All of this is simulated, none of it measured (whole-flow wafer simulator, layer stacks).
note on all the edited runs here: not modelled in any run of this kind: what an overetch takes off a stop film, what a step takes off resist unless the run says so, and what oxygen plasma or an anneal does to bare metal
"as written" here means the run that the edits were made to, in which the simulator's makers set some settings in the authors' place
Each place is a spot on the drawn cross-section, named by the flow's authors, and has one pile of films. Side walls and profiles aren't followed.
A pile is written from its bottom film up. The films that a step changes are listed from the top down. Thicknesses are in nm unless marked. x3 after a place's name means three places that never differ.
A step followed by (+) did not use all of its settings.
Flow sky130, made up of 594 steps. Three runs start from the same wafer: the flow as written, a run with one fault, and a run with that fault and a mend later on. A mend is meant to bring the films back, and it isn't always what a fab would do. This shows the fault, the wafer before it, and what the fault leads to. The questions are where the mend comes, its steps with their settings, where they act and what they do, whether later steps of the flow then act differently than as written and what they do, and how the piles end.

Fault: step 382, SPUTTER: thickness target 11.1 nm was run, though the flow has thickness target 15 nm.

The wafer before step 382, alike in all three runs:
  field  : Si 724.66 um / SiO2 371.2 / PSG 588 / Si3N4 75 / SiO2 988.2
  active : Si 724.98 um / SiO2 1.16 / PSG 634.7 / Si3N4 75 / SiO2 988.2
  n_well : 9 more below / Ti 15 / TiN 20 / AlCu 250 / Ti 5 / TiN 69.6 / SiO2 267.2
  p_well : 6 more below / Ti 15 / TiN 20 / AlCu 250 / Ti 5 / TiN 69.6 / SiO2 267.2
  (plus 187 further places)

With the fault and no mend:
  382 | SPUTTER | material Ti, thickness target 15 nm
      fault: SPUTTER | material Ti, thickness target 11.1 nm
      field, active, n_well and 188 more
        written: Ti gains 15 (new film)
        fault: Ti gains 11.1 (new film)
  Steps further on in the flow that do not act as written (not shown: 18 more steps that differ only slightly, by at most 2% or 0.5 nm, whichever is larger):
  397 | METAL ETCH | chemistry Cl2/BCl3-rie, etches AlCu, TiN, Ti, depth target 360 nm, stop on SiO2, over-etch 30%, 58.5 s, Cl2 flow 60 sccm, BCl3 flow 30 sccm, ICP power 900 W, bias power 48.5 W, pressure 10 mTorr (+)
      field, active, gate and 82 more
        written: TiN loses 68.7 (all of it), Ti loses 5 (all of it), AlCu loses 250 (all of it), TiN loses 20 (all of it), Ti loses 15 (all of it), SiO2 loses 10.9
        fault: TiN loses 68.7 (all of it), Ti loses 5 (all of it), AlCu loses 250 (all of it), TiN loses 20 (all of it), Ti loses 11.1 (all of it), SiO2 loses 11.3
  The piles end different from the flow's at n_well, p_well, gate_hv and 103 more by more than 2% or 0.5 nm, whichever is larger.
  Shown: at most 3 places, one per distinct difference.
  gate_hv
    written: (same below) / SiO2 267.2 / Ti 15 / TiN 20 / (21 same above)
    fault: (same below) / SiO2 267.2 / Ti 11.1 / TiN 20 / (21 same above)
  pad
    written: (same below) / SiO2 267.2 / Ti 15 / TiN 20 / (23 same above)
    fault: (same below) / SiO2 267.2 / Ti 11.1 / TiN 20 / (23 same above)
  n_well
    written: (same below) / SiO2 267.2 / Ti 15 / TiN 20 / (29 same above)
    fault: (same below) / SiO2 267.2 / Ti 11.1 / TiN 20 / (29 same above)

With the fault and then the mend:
  The mend stands after step 382.
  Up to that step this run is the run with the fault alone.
  382a | SPUTTER | material Ti, thickness target 3.9 nm (the flow's step 382 again, with other settings)
      field, active, n_well and 188 more
        Ti gains 3.9
  Every later step of the flow that is run acts as written at every place that is followed.
  By the end, the piles equal the flow's at every place that both follow.
